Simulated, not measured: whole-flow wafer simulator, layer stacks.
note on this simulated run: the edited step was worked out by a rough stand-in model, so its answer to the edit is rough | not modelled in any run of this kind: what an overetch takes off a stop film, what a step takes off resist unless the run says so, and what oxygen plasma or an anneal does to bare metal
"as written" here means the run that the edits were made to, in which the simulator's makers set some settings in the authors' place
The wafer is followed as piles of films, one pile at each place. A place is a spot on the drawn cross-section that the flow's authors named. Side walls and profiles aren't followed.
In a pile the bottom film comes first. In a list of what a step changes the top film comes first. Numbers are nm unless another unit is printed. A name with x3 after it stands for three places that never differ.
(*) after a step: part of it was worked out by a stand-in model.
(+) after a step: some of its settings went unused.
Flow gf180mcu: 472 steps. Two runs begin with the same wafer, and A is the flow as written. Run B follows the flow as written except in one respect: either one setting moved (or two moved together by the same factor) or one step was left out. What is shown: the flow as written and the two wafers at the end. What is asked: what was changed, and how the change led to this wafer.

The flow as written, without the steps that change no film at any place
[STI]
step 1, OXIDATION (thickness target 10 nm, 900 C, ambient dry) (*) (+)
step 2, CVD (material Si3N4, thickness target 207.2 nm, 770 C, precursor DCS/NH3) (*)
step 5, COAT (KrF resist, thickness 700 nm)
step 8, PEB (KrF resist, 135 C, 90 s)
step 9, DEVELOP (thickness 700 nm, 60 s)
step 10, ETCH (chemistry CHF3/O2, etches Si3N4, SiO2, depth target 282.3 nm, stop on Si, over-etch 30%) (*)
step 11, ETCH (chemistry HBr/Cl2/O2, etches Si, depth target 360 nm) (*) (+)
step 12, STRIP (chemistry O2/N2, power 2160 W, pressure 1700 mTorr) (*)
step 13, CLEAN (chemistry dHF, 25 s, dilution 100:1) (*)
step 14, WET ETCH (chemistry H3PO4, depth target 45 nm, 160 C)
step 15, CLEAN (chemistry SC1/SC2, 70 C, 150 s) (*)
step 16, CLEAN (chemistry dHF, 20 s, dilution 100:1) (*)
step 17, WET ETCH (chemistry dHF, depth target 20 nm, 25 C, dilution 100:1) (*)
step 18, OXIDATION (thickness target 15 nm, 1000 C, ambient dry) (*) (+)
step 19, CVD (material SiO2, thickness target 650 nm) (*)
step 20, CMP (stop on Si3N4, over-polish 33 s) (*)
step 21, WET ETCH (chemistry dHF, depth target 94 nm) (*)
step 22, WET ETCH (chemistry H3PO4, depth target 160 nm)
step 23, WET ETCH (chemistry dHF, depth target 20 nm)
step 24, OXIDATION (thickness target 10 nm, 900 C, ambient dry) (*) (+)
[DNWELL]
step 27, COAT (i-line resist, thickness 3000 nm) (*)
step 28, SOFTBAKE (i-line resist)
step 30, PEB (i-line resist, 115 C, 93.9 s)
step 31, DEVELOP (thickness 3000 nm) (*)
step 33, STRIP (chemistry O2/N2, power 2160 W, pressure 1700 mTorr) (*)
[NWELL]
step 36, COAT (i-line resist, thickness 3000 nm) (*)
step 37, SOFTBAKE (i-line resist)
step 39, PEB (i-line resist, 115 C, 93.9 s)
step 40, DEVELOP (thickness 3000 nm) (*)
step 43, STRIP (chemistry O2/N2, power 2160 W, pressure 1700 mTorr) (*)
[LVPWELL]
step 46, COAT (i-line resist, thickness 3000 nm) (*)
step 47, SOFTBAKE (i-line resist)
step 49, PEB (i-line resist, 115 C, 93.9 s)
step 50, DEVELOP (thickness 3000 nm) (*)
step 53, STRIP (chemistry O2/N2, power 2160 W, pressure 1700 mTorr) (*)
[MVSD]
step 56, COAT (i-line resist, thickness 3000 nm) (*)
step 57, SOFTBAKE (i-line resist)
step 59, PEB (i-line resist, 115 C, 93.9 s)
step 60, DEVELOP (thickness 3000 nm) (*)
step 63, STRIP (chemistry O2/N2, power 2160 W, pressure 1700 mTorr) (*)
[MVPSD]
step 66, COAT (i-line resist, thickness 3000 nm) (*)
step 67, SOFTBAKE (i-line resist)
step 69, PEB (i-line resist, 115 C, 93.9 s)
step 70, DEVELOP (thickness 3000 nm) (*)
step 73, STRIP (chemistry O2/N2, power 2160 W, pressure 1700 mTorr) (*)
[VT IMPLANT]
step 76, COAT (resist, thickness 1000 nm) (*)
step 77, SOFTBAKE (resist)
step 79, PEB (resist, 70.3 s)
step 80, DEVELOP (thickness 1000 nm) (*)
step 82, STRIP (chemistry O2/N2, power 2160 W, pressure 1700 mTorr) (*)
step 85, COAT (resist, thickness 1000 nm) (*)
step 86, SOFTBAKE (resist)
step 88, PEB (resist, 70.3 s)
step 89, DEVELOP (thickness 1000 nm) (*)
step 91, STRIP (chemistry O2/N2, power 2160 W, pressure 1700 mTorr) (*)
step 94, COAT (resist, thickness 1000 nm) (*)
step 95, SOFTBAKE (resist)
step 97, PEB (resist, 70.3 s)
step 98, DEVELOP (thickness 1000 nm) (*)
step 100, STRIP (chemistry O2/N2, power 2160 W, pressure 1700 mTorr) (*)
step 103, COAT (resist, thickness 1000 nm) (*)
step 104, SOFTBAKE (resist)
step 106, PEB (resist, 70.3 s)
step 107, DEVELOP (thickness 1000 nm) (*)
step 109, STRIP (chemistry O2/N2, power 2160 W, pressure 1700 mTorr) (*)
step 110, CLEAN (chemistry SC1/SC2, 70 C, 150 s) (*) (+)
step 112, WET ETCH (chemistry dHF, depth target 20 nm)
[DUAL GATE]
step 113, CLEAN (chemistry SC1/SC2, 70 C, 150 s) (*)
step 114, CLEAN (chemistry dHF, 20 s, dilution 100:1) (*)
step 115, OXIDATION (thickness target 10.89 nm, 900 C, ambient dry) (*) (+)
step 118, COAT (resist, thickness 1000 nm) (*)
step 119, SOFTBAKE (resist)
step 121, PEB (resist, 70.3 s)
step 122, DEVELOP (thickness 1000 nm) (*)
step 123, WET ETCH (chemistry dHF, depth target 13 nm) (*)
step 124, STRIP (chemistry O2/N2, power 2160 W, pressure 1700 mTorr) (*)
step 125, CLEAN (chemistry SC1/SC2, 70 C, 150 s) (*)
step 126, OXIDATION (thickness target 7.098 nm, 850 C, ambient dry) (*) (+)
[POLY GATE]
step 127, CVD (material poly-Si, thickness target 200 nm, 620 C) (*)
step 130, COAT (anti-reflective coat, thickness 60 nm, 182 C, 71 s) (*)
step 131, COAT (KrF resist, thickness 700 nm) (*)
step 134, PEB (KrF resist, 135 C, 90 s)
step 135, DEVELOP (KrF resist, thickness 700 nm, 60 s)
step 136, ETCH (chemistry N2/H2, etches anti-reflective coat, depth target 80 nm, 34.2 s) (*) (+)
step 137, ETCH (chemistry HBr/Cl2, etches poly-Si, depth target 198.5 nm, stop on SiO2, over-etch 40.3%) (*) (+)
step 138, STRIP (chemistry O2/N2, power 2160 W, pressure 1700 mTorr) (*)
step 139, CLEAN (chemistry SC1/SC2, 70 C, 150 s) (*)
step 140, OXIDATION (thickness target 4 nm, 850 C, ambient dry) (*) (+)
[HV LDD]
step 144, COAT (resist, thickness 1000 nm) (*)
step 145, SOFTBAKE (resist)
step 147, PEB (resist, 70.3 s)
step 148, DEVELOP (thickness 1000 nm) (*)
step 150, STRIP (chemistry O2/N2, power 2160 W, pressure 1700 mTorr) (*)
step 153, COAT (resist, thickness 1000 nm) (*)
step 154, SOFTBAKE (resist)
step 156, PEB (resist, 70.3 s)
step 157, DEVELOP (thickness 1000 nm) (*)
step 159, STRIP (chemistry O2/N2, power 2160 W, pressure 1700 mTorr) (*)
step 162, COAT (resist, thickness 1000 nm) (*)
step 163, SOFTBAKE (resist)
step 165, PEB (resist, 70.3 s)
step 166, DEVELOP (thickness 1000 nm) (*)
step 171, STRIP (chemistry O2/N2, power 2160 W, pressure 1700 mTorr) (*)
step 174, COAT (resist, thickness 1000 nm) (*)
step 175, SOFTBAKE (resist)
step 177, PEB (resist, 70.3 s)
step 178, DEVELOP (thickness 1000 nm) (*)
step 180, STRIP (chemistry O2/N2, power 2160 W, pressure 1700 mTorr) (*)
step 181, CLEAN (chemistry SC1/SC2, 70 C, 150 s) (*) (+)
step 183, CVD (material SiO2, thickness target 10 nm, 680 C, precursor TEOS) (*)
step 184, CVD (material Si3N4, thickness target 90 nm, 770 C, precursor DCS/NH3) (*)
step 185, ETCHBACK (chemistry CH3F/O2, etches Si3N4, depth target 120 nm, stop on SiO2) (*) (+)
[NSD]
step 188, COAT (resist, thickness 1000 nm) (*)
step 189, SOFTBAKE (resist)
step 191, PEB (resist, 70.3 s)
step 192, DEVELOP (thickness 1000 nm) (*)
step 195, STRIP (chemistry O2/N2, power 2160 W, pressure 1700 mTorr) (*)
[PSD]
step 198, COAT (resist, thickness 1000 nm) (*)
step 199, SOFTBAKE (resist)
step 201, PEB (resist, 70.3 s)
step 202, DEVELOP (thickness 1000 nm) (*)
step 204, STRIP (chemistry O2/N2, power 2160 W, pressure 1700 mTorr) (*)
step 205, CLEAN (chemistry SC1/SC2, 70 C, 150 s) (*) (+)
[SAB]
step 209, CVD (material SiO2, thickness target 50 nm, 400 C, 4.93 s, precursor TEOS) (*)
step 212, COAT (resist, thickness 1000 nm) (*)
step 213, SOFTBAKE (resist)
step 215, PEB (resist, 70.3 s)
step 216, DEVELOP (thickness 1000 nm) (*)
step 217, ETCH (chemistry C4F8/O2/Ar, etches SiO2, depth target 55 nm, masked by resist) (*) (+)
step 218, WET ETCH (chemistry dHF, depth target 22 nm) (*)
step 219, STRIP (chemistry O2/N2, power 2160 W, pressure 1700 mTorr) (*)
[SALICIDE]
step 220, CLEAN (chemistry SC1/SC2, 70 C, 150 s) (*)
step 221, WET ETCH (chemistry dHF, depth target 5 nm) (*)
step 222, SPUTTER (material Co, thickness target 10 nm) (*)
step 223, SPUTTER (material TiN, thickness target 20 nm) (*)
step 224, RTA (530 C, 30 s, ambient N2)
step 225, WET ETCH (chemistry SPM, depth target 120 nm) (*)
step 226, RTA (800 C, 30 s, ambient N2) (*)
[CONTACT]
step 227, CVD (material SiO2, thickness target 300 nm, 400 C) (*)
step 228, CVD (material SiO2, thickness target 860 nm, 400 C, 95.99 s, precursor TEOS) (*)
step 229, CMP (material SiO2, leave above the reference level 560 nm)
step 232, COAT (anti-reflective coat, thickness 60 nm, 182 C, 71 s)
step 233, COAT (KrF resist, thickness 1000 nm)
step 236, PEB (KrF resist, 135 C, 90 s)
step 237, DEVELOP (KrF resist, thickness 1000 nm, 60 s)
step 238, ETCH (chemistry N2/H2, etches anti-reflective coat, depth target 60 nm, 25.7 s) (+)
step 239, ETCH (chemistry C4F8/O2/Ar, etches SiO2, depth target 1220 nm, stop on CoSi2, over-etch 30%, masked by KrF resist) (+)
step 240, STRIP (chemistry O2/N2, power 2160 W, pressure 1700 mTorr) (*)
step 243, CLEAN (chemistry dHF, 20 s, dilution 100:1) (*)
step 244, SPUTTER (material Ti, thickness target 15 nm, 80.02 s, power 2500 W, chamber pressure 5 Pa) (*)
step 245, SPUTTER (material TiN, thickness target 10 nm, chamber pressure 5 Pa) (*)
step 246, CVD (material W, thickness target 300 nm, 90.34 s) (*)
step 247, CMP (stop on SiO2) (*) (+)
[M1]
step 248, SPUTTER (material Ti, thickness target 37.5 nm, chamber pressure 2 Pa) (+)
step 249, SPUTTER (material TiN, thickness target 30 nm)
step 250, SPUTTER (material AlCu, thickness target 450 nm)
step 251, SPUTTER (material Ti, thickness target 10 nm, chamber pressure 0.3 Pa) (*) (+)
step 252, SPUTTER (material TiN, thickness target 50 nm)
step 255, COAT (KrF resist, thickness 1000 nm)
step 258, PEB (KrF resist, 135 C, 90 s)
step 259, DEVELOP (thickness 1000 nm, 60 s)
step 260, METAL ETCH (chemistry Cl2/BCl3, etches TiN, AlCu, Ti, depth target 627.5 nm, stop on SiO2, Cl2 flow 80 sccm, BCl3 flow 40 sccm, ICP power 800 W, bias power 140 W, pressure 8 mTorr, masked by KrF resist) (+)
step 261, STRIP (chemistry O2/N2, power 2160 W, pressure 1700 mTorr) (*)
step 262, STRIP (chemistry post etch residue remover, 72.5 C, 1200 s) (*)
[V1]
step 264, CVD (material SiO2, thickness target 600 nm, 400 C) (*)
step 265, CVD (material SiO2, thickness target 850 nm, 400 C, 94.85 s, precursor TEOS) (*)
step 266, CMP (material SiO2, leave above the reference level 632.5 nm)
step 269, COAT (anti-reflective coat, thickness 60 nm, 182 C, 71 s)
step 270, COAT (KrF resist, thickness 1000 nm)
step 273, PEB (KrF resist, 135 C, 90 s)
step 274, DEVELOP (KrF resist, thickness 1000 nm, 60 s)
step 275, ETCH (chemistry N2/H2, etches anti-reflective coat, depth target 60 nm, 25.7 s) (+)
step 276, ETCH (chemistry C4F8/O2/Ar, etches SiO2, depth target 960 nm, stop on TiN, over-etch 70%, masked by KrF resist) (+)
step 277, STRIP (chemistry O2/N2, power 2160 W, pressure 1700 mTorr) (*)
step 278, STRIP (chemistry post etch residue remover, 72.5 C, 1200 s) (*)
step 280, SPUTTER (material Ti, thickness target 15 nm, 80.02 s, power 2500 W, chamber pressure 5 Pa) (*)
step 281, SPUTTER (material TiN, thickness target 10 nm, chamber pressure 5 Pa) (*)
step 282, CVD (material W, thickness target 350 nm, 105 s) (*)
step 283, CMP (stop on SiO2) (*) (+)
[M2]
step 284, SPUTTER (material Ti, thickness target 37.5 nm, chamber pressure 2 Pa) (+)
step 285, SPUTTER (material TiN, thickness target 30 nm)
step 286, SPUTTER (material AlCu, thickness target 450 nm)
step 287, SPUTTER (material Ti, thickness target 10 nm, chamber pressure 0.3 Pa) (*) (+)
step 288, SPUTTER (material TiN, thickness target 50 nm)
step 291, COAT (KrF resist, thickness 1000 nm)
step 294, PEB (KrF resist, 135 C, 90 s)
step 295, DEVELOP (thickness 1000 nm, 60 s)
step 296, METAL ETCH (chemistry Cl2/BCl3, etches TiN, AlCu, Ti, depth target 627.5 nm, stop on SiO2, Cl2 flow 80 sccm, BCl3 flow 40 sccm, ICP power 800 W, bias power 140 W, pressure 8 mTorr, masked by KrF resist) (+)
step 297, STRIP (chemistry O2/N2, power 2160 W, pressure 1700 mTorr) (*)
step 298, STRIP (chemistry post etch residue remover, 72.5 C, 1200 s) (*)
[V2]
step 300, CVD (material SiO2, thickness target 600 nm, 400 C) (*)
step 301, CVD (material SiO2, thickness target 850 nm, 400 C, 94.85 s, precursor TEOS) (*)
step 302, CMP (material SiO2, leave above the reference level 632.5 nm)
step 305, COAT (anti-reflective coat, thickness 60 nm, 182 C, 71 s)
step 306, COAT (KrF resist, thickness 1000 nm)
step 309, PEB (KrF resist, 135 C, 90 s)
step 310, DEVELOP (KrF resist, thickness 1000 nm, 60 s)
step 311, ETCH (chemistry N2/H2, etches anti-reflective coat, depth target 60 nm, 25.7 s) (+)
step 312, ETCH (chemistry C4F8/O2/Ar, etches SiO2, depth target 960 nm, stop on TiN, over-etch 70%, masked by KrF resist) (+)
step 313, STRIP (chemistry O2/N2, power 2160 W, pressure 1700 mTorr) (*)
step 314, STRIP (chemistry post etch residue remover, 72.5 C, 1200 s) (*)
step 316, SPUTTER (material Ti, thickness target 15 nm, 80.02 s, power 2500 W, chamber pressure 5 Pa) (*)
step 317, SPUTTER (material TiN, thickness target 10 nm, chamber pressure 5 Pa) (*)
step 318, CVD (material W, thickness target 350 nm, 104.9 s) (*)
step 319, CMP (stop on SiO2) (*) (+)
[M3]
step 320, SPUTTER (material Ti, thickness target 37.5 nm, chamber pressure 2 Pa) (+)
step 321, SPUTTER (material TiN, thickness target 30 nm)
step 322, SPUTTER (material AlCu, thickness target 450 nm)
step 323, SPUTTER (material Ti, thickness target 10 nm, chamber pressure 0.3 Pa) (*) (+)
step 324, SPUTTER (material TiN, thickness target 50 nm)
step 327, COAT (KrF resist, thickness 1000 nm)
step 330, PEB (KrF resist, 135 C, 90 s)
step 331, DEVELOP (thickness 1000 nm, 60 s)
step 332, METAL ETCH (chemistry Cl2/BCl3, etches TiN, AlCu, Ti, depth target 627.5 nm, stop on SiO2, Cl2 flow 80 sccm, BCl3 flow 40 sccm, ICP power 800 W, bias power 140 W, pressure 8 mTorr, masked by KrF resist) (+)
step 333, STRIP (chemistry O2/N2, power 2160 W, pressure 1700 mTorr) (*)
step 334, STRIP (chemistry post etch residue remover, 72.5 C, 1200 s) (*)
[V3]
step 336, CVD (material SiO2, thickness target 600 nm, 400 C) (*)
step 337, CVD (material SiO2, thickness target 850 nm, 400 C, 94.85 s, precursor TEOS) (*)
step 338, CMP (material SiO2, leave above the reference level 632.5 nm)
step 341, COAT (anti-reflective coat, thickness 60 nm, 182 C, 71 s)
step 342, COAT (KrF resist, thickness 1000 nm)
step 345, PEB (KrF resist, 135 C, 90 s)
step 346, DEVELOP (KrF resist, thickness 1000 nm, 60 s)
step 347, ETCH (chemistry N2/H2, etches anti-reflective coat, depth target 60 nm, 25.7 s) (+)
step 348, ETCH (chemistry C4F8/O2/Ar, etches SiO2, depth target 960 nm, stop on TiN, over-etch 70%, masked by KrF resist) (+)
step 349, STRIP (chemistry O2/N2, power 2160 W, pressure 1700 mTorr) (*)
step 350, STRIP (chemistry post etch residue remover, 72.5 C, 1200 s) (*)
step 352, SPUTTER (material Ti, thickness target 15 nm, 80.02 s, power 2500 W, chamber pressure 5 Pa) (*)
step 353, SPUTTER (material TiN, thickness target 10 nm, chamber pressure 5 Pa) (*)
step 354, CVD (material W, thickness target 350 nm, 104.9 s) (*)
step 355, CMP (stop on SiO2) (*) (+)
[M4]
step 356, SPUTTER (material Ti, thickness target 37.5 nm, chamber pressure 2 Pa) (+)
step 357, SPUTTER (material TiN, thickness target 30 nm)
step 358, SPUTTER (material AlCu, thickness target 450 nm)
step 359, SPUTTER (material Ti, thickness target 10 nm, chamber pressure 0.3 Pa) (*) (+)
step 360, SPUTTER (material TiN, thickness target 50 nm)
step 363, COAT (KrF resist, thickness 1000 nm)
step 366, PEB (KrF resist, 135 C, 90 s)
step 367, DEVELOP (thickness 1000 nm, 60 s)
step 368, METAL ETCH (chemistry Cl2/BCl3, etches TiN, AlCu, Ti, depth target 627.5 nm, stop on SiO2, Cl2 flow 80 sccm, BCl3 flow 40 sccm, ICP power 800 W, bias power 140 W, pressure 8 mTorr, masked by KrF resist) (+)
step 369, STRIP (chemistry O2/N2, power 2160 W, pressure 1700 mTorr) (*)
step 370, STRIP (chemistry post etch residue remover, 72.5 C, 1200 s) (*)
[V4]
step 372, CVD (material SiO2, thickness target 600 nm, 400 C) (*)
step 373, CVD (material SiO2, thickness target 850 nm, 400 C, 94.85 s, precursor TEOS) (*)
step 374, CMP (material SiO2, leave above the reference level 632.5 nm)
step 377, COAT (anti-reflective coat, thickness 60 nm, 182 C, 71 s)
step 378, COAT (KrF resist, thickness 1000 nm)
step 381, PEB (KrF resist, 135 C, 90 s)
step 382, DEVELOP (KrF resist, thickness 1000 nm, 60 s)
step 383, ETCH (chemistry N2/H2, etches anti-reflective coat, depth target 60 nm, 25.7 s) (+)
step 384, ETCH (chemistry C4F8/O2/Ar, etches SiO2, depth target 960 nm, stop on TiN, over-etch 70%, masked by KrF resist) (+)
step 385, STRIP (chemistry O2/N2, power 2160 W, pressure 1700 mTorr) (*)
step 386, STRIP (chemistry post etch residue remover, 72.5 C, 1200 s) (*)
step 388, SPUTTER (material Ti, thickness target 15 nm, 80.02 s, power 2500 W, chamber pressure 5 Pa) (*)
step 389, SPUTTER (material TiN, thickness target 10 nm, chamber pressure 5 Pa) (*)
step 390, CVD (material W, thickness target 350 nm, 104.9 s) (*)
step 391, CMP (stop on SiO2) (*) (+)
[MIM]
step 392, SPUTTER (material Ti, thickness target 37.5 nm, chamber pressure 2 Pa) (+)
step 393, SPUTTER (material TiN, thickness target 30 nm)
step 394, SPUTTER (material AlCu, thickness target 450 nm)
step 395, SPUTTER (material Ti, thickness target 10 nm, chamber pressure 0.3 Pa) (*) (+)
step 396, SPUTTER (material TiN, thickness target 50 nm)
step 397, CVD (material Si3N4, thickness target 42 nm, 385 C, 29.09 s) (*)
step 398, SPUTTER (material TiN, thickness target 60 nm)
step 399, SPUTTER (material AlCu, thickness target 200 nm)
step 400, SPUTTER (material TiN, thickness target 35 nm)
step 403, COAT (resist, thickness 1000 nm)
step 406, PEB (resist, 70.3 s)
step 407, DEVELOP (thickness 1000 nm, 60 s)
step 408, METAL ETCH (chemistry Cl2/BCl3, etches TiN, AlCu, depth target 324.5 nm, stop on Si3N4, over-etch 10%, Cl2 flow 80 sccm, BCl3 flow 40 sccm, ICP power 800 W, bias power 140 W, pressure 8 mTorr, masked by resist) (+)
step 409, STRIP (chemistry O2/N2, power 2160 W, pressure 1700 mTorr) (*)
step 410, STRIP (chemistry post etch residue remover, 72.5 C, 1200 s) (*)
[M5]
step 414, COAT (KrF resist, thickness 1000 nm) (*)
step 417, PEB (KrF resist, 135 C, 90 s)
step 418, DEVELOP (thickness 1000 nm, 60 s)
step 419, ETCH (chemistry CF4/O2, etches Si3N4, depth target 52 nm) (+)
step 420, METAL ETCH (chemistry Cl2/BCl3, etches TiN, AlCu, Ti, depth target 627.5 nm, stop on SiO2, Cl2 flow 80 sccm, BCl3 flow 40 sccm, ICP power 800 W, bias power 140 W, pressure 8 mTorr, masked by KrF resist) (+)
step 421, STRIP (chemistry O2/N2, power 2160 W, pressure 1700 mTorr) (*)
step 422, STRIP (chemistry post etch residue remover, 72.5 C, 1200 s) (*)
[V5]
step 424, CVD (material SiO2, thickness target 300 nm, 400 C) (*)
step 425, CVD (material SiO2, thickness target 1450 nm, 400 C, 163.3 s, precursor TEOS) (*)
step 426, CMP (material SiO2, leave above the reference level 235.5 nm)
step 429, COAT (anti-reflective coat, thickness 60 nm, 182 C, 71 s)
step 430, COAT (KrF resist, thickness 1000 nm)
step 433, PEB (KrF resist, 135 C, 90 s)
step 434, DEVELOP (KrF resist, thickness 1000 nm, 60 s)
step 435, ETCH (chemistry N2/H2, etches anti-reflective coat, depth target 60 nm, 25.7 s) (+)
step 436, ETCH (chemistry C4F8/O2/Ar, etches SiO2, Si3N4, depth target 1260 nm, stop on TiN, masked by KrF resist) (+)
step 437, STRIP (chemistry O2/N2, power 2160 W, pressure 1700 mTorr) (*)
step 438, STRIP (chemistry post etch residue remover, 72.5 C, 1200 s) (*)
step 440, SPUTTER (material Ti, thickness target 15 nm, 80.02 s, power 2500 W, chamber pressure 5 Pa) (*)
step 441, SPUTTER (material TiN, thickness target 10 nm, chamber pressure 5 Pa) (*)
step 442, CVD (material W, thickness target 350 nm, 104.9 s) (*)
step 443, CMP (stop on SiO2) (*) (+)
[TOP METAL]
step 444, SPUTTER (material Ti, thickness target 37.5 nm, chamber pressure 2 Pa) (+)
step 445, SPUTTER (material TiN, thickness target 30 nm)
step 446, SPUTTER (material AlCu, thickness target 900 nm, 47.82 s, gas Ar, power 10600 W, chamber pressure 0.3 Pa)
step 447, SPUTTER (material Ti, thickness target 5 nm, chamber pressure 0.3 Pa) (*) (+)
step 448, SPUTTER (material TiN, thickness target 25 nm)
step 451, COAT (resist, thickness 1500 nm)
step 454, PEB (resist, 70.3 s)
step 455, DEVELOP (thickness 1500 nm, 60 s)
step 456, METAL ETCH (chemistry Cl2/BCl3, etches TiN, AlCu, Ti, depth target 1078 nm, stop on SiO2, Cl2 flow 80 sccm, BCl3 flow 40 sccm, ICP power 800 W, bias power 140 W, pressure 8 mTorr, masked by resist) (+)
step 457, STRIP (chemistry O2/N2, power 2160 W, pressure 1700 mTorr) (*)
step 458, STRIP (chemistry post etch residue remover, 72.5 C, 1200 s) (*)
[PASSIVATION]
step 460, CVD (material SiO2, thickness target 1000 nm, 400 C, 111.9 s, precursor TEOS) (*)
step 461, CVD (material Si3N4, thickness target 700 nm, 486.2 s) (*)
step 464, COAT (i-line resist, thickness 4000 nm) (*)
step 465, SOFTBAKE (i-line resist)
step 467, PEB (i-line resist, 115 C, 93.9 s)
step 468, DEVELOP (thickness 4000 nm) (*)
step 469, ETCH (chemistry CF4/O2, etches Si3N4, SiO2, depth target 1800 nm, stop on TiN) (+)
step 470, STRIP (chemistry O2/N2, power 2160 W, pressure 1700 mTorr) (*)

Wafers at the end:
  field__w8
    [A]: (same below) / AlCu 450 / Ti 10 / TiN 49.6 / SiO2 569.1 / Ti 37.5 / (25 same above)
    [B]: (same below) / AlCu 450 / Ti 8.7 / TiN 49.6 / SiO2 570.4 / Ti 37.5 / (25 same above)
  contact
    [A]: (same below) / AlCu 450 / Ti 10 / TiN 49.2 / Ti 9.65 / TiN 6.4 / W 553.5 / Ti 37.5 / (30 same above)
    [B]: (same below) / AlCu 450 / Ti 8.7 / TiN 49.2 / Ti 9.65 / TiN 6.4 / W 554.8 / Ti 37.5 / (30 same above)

What caused this: step 287, SPUTTER: thickness target 8.7 nm was run, whereas the flow has thickness target 10 nm.
The wafer lets one read it off: field__w8 has Ti 8.7, and step 287 as written asks for 10 nm.

Step by step, how the change led to this:
  step 287, SPUTTER (material Ti, thickness target 10 nm, chamber pressure 0.3 Pa) (*) (+)
      field, field__w1, field__w2 and 108 more: A Ti gains 10 (new film) | B Ti gains 8.7 (new film)
  step 296, METAL ETCH (chemistry Cl2/BCl3, etches TiN, AlCu, Ti, depth target 627.5 nm, stop on SiO2, Cl2 flow 80 sccm, BCl3 flow 40 sccm, ICP power 800 W, bias power 140 W, pressure 8 mTorr, masked by KrF resist) (+)
      field, field__w1, field__w2 and 103 more: A TiN loses 50 (all of it), Ti loses 10 (all of it), AlCu loses 450 (all of it), TiN loses 30 (all of it), Ti loses 37.5 (all of it) | B TiN loses 50 (all of it), Ti loses 8.7 (all of it), AlCu loses 450 (all of it), TiN loses 30 (all of it), Ti loses 37.5 (all of it)
